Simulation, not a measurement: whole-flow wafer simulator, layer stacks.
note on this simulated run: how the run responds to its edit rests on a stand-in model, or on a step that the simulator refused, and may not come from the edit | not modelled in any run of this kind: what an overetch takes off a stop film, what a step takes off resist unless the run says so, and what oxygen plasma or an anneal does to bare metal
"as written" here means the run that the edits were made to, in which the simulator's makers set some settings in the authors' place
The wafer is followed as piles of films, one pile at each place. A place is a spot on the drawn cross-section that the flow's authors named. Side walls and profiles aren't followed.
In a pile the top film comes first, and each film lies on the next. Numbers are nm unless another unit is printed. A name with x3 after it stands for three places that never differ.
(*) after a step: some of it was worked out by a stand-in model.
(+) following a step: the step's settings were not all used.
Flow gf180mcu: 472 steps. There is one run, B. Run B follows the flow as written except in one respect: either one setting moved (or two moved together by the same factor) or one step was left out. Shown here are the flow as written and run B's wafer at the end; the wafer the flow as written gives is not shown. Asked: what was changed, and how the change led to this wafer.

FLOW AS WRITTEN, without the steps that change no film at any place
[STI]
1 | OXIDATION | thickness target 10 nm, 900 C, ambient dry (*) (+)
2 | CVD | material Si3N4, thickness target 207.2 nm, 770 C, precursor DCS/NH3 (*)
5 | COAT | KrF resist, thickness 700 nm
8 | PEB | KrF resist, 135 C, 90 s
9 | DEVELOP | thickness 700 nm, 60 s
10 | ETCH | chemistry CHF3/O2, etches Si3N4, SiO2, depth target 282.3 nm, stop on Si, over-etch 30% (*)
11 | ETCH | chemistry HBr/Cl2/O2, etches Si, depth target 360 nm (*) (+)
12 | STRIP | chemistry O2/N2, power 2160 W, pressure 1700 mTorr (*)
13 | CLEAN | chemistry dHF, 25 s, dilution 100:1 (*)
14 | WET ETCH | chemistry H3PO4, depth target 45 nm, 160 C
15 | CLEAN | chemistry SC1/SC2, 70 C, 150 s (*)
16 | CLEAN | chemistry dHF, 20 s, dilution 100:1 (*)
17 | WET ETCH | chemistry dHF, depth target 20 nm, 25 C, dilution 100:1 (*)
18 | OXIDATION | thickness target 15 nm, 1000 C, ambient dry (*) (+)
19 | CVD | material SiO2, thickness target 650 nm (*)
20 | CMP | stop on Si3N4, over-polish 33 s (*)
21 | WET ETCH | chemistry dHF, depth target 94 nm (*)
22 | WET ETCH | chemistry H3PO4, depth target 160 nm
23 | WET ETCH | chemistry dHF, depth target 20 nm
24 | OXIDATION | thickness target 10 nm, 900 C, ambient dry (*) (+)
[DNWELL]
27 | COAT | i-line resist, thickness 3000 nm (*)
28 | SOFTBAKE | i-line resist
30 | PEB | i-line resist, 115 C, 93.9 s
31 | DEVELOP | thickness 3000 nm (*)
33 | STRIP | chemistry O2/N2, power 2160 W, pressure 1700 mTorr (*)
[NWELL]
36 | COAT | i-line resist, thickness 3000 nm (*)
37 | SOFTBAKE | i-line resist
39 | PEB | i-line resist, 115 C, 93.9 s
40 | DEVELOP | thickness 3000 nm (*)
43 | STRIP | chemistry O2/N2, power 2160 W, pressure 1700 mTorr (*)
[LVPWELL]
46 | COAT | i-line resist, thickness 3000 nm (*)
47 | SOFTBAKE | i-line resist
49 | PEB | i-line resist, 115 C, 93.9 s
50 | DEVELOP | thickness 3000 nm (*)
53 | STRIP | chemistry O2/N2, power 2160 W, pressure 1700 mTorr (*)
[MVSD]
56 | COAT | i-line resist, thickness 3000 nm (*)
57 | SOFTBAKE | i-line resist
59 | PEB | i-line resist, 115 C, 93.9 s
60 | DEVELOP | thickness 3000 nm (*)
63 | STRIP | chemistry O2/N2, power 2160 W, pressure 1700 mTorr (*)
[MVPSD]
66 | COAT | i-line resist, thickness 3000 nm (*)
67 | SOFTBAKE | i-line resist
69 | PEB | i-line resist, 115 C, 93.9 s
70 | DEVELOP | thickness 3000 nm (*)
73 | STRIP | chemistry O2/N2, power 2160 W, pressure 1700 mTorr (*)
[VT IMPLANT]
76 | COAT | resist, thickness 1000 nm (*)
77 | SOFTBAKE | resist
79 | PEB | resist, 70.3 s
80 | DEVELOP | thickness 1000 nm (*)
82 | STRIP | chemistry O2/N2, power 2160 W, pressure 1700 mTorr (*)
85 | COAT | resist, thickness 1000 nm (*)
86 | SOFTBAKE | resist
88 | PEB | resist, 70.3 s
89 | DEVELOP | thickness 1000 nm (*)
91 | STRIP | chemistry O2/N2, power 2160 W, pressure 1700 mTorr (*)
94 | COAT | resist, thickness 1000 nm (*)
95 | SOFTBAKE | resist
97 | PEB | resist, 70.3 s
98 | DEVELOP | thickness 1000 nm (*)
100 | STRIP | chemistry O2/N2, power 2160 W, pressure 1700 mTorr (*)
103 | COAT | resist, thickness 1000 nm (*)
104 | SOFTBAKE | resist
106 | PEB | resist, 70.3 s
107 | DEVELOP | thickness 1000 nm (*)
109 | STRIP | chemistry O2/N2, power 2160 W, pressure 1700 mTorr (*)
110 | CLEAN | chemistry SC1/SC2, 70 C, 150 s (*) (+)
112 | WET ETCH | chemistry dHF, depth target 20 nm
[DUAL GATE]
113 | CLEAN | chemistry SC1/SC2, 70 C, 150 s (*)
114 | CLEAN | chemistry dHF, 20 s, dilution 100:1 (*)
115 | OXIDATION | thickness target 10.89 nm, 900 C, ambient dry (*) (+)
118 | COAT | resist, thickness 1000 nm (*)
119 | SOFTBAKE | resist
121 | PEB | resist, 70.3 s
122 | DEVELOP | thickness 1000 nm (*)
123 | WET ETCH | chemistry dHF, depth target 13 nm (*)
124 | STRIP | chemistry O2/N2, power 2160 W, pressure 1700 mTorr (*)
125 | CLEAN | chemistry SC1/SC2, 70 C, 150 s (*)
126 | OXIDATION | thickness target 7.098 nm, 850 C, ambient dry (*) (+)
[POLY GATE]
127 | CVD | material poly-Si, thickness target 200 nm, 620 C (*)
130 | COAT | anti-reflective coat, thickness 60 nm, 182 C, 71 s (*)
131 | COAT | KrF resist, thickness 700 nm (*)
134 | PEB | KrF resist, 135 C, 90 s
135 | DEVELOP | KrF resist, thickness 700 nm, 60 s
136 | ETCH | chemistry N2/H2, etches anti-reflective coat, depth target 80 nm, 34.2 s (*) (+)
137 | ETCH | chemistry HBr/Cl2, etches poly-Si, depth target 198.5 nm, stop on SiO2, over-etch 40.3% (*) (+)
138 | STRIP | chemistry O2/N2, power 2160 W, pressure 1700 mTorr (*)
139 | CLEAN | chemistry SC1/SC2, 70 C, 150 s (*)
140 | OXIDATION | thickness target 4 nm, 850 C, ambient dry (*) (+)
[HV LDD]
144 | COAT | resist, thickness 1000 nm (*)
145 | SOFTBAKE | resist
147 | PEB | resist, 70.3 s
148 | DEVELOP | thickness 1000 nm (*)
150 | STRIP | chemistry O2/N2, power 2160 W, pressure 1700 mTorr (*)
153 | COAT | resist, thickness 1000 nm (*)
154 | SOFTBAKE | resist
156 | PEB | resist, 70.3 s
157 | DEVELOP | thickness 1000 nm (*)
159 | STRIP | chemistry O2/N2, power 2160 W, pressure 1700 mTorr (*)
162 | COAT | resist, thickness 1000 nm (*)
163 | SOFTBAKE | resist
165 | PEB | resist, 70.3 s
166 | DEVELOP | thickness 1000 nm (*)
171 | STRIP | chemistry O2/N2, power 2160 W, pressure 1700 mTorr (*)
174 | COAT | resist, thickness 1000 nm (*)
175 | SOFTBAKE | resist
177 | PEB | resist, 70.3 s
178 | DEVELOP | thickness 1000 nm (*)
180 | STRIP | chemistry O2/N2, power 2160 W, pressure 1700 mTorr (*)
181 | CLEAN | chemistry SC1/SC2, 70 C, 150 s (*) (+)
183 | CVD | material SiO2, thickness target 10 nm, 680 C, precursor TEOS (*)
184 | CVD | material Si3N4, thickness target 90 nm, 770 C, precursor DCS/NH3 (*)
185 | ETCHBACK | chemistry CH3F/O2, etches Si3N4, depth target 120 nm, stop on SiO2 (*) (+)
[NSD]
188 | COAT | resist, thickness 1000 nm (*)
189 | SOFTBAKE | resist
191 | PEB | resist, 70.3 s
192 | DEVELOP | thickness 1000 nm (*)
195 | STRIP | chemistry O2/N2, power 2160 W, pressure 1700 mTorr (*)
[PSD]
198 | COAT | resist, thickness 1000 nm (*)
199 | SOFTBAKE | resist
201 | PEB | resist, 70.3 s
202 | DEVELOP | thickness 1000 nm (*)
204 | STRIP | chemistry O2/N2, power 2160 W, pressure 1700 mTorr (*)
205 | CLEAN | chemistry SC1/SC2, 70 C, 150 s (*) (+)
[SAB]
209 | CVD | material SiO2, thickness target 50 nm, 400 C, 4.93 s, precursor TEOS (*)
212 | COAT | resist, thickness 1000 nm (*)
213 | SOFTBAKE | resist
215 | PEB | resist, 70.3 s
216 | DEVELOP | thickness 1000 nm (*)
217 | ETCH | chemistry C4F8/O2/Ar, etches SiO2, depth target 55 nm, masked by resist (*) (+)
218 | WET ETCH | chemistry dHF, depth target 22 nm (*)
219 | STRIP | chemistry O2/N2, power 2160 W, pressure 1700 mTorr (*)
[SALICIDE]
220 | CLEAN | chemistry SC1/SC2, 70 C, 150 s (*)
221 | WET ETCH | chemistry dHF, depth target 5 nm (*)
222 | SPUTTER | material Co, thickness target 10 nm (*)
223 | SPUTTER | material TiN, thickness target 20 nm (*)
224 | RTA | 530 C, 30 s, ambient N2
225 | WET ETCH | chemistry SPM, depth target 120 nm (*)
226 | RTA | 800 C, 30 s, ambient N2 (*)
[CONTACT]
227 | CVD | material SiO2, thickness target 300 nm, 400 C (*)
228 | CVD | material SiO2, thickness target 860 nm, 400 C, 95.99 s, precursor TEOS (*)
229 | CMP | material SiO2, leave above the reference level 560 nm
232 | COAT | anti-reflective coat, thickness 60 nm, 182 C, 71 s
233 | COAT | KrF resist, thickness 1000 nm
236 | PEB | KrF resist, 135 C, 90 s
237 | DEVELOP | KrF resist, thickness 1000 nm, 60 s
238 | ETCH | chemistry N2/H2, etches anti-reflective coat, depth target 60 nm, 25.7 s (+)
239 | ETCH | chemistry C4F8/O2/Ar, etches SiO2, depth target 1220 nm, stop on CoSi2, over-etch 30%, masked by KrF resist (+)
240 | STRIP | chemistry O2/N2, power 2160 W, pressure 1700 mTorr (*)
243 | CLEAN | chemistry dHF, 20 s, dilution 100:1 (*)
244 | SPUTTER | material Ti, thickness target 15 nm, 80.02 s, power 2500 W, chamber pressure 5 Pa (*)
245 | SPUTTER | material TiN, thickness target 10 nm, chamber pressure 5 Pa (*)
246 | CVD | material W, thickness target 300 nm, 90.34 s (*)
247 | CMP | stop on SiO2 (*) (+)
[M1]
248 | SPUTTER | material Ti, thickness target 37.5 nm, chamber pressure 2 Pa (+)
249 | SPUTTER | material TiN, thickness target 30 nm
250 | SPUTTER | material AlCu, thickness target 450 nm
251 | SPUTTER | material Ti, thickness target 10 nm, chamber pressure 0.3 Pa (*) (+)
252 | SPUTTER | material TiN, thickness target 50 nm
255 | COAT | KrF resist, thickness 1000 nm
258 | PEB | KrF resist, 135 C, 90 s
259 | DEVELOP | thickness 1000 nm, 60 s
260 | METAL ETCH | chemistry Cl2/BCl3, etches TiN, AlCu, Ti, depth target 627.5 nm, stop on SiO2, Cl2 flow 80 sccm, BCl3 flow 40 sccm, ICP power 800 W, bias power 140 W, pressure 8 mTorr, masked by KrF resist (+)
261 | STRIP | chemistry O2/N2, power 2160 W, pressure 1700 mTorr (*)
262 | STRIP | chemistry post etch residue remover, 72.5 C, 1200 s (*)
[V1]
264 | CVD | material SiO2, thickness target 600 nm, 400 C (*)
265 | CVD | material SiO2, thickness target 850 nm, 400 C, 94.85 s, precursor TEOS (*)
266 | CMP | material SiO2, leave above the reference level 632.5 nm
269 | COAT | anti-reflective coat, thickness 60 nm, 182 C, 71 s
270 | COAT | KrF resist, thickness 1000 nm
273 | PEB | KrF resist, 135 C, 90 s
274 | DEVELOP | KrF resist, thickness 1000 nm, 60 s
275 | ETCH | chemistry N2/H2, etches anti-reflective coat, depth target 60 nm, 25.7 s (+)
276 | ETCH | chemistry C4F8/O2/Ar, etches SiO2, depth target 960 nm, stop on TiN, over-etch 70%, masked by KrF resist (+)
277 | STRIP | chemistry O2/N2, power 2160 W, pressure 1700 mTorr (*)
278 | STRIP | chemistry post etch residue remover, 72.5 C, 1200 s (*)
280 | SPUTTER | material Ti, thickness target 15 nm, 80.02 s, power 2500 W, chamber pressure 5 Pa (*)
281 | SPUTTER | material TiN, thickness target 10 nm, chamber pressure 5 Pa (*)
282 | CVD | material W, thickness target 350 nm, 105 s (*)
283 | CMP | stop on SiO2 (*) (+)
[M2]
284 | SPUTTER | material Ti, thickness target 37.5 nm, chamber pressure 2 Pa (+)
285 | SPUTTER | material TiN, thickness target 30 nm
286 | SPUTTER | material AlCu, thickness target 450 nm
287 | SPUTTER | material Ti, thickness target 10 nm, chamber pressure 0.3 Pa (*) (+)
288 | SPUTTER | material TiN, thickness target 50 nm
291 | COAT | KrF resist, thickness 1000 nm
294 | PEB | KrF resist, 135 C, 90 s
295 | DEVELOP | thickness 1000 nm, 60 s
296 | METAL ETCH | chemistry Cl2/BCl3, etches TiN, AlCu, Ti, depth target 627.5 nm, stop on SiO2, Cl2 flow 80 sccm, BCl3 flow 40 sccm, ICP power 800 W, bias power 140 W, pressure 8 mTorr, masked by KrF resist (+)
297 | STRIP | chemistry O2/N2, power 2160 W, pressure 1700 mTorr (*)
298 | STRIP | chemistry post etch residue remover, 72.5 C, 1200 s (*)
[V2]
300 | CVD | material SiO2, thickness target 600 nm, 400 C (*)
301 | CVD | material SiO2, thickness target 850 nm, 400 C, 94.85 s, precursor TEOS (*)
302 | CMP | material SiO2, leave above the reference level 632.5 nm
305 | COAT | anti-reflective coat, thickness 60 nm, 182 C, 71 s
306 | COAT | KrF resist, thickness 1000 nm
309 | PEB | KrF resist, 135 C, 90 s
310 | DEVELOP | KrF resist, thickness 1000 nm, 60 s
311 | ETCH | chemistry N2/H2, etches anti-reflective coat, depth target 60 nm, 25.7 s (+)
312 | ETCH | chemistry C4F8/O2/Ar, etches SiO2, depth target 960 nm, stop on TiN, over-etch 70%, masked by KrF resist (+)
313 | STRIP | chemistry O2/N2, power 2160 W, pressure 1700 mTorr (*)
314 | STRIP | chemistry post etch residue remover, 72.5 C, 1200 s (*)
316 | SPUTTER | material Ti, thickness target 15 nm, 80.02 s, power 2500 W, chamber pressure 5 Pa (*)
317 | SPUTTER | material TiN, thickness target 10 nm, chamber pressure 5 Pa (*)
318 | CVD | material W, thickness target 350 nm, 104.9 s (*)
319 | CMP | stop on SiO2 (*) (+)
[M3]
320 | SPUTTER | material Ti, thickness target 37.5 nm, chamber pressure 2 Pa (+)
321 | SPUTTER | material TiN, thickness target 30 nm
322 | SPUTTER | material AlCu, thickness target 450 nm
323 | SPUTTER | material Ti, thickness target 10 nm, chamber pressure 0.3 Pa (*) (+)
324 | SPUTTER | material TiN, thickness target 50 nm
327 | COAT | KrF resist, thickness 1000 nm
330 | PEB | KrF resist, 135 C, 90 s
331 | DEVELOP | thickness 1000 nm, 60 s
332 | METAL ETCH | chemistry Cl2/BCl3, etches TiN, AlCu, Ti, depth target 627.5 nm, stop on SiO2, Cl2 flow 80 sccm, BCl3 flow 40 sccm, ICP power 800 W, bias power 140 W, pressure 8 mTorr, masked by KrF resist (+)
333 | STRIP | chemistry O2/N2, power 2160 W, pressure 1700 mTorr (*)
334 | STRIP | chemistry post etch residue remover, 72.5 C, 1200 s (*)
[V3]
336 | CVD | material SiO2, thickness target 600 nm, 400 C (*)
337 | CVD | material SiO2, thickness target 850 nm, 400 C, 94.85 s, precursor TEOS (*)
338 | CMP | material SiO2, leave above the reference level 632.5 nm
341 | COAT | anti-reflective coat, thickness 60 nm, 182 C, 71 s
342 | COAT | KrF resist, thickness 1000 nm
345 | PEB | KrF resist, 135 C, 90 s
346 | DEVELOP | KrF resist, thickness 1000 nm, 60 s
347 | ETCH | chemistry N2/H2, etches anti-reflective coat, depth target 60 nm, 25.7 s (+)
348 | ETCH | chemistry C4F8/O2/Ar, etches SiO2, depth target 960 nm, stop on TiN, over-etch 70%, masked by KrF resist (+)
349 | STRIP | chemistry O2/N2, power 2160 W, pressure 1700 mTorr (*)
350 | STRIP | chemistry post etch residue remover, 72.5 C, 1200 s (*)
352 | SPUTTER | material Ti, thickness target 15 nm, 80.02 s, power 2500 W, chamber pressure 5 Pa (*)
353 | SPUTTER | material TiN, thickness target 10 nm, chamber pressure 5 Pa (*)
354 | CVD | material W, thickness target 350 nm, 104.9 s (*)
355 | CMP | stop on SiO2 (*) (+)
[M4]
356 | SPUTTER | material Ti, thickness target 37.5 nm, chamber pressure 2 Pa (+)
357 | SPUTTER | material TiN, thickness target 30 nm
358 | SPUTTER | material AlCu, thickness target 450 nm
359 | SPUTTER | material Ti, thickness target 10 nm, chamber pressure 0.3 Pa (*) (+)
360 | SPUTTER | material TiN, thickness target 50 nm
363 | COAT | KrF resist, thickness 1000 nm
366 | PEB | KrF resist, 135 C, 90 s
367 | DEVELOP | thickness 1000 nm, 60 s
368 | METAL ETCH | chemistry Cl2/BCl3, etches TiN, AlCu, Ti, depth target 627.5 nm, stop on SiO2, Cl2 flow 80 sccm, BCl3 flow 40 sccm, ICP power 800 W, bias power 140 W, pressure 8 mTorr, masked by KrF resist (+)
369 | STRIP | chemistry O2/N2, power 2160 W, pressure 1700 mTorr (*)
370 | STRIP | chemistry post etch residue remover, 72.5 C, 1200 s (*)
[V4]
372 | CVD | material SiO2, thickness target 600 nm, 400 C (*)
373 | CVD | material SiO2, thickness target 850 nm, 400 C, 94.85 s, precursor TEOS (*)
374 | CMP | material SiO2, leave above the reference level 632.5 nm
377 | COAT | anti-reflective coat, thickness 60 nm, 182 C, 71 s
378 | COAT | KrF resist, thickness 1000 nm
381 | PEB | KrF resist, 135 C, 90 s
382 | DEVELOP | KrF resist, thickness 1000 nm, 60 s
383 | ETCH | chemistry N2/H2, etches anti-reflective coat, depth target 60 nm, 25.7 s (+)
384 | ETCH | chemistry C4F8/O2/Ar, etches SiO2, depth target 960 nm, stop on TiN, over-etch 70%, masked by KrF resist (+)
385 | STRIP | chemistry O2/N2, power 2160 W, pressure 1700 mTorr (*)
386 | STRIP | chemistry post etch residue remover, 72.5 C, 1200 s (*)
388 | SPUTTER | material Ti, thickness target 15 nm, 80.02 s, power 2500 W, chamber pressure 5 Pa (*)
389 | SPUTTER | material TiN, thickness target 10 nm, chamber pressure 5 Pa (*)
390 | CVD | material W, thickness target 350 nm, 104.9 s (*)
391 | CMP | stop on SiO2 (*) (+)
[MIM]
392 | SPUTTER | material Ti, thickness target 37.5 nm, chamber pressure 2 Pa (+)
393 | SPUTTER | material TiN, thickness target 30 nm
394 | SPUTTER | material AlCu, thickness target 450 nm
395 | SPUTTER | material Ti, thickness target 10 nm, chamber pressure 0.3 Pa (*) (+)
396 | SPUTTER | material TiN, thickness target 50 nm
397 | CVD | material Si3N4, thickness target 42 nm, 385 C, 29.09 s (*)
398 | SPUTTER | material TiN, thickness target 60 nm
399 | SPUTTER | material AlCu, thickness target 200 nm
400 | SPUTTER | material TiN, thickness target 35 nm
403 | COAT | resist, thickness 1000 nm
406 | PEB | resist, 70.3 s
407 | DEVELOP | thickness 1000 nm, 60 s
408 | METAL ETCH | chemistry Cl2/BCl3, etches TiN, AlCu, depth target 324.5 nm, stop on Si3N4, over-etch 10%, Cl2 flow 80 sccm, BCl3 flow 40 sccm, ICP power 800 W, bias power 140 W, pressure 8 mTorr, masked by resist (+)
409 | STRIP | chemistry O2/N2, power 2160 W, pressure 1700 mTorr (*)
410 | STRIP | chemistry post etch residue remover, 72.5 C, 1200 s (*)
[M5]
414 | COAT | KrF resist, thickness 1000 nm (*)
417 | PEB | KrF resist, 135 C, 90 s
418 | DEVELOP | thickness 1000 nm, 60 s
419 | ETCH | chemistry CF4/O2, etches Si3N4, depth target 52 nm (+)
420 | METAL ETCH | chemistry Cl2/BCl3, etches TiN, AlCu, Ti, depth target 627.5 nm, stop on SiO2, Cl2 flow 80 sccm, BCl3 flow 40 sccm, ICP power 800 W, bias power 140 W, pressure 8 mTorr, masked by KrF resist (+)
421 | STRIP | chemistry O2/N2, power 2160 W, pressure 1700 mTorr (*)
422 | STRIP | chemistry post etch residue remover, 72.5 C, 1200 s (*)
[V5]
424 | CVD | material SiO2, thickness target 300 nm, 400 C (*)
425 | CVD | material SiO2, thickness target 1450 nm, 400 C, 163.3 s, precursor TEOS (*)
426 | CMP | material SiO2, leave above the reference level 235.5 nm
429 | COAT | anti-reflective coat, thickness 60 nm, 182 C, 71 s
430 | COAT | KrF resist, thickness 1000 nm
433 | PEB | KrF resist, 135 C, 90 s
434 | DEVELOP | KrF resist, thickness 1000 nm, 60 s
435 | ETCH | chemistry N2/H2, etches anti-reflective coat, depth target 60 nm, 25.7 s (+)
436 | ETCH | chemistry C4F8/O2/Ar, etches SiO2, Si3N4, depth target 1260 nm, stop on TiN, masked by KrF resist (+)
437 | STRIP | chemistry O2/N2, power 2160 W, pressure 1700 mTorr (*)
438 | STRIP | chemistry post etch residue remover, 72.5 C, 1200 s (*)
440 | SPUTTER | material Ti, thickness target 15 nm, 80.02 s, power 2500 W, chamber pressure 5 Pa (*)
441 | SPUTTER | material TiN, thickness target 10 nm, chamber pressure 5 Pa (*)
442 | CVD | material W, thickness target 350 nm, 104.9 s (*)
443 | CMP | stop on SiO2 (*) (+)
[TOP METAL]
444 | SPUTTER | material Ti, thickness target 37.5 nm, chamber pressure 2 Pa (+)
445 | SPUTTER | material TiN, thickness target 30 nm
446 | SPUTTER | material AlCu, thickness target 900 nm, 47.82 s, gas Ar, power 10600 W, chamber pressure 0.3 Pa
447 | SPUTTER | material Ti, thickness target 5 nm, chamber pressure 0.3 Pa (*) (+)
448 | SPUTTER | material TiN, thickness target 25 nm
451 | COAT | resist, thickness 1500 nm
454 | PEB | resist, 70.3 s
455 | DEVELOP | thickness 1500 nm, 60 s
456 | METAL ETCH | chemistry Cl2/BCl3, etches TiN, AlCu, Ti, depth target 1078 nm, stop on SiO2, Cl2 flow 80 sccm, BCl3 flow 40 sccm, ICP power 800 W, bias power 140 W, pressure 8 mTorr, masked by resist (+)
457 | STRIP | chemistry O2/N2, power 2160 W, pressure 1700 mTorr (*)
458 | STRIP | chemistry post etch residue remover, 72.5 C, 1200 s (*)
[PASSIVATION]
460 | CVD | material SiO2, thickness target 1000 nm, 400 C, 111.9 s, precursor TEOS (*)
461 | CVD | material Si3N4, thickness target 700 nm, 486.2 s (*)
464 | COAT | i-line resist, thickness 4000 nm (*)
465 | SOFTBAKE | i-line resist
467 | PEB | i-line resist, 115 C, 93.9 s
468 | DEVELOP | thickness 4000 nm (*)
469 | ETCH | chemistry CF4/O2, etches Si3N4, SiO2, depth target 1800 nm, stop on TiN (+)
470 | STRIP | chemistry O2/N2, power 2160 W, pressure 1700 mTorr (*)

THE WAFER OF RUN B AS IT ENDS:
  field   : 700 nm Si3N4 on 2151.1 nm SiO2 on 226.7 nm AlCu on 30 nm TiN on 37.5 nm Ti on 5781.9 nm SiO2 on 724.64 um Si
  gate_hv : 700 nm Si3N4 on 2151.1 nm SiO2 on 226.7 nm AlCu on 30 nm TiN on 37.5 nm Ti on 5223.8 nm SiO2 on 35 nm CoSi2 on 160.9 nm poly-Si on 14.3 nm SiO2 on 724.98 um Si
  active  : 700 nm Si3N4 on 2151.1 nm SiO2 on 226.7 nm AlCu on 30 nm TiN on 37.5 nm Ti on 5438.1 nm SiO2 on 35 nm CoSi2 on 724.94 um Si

Cause: step 420, METAL ETCH: depth target 276.1 nm was run, whereas the flow has depth target 627.5 nm.

Step by step, how the change led to this:
  420 | METAL ETCH | chemistry Cl2/BCl3, etches TiN, AlCu, Ti, depth target 627.5 nm, stop on SiO2, Cl2 flow 80 sccm, BCl3 flow 40 sccm, ICP power 800 W, bias power 140 W, pressure 8 mTorr, masked by KrF resist (+)
      field, field__w1, field__w2 and 101 more: -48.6 TiN (all of it), -10 Ti (all of it), -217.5 AlCu (in the flow as written it would be: -48.6 TiN (all of it), -10 Ti (all of it), -450 AlCu (all of it), -30 TiN (all of it), -37.5 Ti (all of it))
      field__w4, field__w8, contact, m1, m1__w1, mim, mim_1p0, m1_nw: -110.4 KrF resist (in the flow as written it would be: -251 KrF resist)
  421 | STRIP | chemistry O2/N2, power 2160 W, pressure 1700 mTorr (*)
      field__w8, m1__w1: -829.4 KrF resist (all of it) (in the flow as written it would be: -688.9 KrF resist (all of it))
      contact, m1: -829.9 KrF resist (all of it) (in the flow as written it would be: -689.3 KrF resist (all of it))
      (also at 4 further places)
  422 | STRIP | chemistry post etch residue remover, 72.5 C, 1200 s (*)
      field, field__w1, field__w2 and 101 more: -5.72 AlCu (in the flow as written it would be: nothing)
  424 | CVD | material SiO2, thickness target 300 nm, 400 C (*)
      field, field__w1, field__w2 and 101 more: +300 SiO2 (new film) (in the flow as written it would be: +300 SiO2)
  426 | CMP | material SiO2, leave above the reference level 235.5 nm
      field, field__w1, field__w5 and 92 more: -595.1 SiO2 (in the flow as written it would be: -300.8 SiO2)
      field__w2, field__w3, field__w12 and 6 more: -580.3 SiO2 (in the flow as written it would be: -272.7 SiO2)
Taking metal films that touch as one body, field has 1 body; the flow as written gives 0 bodies.
Taking metal films that touch as one body, gate_hv has 2 bodies (between them, from the top down: SiO2 5223.8); the flow as written gives 1 body.
Taking metal films that touch as one body, active has 2 bodies (between them, from the top down: SiO2 5438.1); the flow as written gives 1 body.
